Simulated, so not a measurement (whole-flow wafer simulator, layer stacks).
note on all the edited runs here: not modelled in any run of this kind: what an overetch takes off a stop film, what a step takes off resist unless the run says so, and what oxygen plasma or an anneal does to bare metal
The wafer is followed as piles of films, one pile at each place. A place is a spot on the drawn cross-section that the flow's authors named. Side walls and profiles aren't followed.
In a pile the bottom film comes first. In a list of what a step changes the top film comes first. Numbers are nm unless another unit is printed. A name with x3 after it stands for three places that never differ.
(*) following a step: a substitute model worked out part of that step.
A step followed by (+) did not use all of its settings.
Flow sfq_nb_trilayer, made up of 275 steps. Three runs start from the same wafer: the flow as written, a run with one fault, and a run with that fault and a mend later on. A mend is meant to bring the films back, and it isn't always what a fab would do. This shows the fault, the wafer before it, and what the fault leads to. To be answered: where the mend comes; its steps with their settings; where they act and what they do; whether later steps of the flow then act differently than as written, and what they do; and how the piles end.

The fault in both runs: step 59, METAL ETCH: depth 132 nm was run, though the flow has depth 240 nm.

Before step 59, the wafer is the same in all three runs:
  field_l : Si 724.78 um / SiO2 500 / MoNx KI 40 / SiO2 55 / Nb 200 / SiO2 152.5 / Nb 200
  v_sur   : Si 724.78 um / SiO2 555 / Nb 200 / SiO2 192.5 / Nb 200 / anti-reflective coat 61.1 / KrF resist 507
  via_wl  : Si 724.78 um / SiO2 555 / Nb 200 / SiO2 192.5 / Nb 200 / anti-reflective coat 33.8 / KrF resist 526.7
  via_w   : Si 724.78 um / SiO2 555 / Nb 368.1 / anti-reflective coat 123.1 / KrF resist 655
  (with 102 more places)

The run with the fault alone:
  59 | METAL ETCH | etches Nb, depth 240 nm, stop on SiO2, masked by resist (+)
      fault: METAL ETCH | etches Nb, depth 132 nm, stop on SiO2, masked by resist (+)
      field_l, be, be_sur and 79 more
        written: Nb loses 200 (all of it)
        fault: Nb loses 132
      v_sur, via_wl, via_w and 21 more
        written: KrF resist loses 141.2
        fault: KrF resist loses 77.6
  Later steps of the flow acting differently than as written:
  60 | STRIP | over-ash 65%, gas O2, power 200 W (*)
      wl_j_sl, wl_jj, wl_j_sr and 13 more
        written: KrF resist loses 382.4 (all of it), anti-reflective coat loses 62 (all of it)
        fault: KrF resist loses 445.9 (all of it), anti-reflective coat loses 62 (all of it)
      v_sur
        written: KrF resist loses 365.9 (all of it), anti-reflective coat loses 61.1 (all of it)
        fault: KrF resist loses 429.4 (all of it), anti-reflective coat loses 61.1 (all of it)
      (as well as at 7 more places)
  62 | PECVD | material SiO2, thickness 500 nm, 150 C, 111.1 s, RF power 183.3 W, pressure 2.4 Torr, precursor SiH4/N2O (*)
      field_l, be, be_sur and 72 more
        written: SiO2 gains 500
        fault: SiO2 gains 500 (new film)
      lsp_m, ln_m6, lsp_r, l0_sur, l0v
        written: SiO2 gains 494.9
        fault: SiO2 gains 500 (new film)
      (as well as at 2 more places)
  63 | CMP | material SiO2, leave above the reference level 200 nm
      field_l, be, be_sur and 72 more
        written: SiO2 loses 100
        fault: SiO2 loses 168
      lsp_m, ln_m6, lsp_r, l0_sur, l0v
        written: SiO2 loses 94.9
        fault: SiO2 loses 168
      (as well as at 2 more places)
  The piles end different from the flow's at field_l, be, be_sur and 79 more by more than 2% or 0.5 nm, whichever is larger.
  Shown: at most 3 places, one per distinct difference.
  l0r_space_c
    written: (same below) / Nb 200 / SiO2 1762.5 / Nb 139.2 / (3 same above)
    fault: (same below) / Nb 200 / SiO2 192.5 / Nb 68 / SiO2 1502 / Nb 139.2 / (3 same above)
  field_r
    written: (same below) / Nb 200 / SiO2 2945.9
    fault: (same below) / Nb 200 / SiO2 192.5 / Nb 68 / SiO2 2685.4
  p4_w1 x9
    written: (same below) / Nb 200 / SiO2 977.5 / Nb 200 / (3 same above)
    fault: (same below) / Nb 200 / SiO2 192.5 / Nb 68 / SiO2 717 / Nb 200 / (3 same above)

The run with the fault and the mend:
  After step 59 comes the mend.
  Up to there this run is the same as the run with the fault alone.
  59a | METAL ETCH | etches Nb, depth 108 nm, stop on SiO2, masked by resist (+) (the flow's step 59 again, with other settings)
      field_l, be, be_sur and 79 more
        Nb loses 68 (all of it)
      v_sur, via_wl, via_w and 21 more
        KrF resist loses 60
  Every later step of the flow that is run acts as written, at every place that is followed, to within 2% or 0.5 nm, whichever is larger.
  By the end, the piles equal the flow's at every place that both follow.
